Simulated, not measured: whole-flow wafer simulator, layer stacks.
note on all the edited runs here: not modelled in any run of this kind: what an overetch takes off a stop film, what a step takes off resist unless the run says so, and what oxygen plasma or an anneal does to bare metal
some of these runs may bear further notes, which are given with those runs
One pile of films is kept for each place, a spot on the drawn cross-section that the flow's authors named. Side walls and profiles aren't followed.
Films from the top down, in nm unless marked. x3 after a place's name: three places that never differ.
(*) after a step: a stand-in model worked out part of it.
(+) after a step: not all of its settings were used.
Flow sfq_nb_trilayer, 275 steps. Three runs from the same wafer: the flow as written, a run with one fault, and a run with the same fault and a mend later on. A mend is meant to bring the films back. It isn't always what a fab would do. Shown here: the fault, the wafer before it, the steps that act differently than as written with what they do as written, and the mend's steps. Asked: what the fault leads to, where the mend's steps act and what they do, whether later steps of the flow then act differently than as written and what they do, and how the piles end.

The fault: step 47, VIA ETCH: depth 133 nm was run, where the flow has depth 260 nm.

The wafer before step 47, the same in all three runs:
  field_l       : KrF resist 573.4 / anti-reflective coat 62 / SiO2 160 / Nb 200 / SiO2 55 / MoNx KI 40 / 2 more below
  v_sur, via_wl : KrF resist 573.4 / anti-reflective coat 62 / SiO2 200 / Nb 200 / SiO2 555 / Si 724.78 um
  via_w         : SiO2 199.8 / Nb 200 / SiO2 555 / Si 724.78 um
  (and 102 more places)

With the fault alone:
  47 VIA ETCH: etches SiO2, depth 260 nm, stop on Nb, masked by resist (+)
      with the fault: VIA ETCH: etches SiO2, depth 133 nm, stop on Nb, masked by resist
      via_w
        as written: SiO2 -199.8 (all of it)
        with the fault: SiO2 -133
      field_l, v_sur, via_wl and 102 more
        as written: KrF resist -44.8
        with the fault: KrF resist -22.9
  Later steps of the flow that act differently than as written (3 more steps differ only slightly, by at most 2% or 0.5 nm, whichever is larger, and aren't shown):
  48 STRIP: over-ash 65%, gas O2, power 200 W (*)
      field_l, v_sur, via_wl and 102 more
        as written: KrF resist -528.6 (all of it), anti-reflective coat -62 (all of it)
        with the fault: KrF resist -550.5 (all of it), anti-reflective coat -62 (all of it)
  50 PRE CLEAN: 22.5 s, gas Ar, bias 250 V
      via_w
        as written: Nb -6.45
        with the fault: SiO2 -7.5
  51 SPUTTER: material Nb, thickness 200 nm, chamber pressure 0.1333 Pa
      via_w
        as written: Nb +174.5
        with the fault: Nb +187.8 (new film)
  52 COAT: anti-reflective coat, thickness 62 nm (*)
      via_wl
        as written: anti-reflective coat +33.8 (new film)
        with the fault: anti-reflective coat +36.6 (new film)
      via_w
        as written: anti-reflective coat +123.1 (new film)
        with the fault: anti-reflective coat +108.3 (new film)
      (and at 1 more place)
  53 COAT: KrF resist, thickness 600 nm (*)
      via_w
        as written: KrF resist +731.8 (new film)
        with the fault: KrF resist +678.2 (new film)
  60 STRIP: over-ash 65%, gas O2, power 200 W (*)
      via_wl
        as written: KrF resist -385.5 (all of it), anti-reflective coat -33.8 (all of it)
        with the fault: KrF resist -390.9 (all of it), anti-reflective coat -36.6 (all of it)
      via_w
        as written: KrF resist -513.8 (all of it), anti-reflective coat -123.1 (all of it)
        with the fault: KrF resist -460.3 (all of it), anti-reflective coat -108.3 (all of it)
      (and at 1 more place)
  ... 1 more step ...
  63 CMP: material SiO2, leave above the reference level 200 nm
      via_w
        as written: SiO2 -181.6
        with the fault: SiO2 -157.1
  At the end the piles differ from the flow's by more than 2% or 0.5 nm, whichever is larger, at via_w.
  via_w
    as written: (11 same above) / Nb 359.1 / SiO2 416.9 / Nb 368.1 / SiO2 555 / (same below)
    with the fault: (11 same above) / Nb 359.1 / SiO2 337.9 / Nb 187.8 / SiO2 59.3 / Nb 200 / SiO2 555 / (same below)

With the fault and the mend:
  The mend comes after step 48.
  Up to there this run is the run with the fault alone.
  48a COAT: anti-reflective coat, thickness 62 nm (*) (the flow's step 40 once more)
      p4_fl x3, p4_w1 x9, p4_g1 x2 and 63 more
        anti-reflective coat +62 (new film)
      jj_sur, ce_l, c5j and 6 more
        anti-reflective coat +61.8 (new film)
      moat, field_r, lsp_l and 6 more
        anti-reflective coat +61.9 (new film)
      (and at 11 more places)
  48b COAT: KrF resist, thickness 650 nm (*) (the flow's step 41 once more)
      p4_fl x3, p4_w1 x9, p4_g1 x2 and 63 more
        KrF resist +650 (new film)
      r_sur, res, r_end, moat, field_r, l0_sur, l0v
        KrF resist +649.6 (new film)
      lsp_l, ln_m5, lsp_m, ln_m6, lsp_r
        KrF resist +649.7 (new film)
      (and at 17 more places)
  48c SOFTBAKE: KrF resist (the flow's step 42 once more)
      changes no film at any place that is followed
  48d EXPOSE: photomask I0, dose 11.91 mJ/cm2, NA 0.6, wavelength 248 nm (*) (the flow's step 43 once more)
      changes no film at any place that is followed
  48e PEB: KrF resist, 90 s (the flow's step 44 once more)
      be_sur, gap, jj_sur and 94 more
        KrF resist -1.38
      field_l, via_v, wire, be
        KrF resist -1.37
      v_sur, via_sp
        KrF resist -1.36
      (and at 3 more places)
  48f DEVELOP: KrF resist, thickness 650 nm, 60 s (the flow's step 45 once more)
      field_l, v_sur, via_wl and 102 more
        KrF resist -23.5
      via_w
        KrF resist -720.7 (all of it)
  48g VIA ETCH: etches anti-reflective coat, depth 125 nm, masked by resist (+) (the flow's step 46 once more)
      field_l, v_sur, via_wl and 102 more
        KrF resist -69.4
      via_w
        anti-reflective coat -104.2 (all of it), SiO2 -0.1
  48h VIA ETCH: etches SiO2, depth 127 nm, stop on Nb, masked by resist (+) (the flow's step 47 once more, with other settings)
      field_l, v_sur, via_wl and 102 more
        KrF resist -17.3
      via_w
        SiO2 -66.7 (all of it)
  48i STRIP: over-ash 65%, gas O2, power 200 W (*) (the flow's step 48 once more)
      p4_fl x3, p4_w1 x9, p4_g1 x2 and 63 more
        KrF resist -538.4 (all of it), anti-reflective coat -62 (all of it)
      moat, field_r, lsp_l, l0_sur, l0v
        KrF resist -538 (all of it), anti-reflective coat -61.9 (all of it)
      ln_m5, lsp_m, ln_m6, lsp_r
        KrF resist -538.1 (all of it), anti-reflective coat -61.9 (all of it)
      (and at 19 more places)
  No later step of the flow acts differently than as written, at any place that is followed, by more than 2% or 0.5 nm, whichever is larger.
  At the end the piles differ from the flow's only slightly at the places that both follow, by at most 2% or 0.5 nm, whichever is larger.
